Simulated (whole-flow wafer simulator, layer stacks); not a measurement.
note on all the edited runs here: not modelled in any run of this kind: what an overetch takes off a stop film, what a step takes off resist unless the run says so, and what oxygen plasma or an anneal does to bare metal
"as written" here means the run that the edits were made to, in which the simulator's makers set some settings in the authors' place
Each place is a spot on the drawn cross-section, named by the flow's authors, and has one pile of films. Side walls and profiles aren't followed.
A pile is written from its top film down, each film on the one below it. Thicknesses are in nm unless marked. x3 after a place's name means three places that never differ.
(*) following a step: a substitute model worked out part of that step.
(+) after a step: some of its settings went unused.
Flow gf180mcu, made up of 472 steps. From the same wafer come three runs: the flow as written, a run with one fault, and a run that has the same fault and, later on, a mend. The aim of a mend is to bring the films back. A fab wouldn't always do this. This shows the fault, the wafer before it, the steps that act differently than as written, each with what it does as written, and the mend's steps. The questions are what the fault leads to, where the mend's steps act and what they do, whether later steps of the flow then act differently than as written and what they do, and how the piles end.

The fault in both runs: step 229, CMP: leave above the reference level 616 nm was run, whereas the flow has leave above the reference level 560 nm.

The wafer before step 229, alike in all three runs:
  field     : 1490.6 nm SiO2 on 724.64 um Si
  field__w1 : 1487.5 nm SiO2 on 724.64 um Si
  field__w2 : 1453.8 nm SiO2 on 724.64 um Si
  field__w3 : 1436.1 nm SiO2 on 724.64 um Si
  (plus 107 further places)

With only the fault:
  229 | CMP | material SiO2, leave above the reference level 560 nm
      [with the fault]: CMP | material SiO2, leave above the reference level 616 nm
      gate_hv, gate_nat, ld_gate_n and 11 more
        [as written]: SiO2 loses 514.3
        [with the fault]: SiO2 loses 458.3
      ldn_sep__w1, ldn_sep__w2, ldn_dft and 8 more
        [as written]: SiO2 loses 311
        [with the fault]: SiO2 loses 255
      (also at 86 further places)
  Later steps of the flow acting differently than as written (not shown: 2 more steps that differ only slightly, by at most 2% or 0.5 nm, whichever is larger):
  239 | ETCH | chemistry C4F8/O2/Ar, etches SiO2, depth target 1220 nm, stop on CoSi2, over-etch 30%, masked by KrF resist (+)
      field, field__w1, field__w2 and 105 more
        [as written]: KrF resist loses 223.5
        [with the fault]: KrF resist loses 238
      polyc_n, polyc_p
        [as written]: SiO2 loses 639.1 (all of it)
        [with the fault]: SiO2 loses 695.1 (all of it)
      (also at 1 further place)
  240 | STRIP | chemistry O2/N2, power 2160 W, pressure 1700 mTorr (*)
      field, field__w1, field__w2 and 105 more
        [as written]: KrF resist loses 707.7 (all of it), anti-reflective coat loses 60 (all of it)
        [with the fault]: KrF resist loses 693.2 (all of it), anti-reflective coat loses 60 (all of it)
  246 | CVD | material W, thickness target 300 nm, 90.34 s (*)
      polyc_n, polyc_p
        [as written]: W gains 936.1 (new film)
        [with the fault]: W gains 992.1 (new film)
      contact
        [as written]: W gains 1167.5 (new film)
        [with the fault]: W gains 1224 (new film)
  The piles end different from the flow's at field__w8, contact, m1 and 6 more by more than 2% or 0.5 nm, whichever is larger.
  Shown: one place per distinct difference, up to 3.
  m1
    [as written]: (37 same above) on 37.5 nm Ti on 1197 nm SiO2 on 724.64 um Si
    [with the fault]: (37 same above) on 37.5 nm Ti on 1253 nm SiO2 on 724.64 um Si
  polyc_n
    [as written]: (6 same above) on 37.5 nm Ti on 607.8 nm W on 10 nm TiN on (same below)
    [with the fault]: (6 same above) on 37.5 nm Ti on 663.8 nm W on 10 nm TiN on (same below)
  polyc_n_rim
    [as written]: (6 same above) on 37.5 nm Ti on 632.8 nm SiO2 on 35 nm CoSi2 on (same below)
    [with the fault]: (6 same above) on 37.5 nm Ti on 688.8 nm SiO2 on 35 nm CoSi2 on (same below)

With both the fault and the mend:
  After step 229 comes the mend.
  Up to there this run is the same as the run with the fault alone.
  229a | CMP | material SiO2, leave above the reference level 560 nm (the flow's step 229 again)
      field, field__w1, field__w2 and 108 more
        SiO2 loses 56
  Later steps of the flow that are run all act as written at every place that is followed.
  By the end, the piles equal the flow's at every place that both follow.
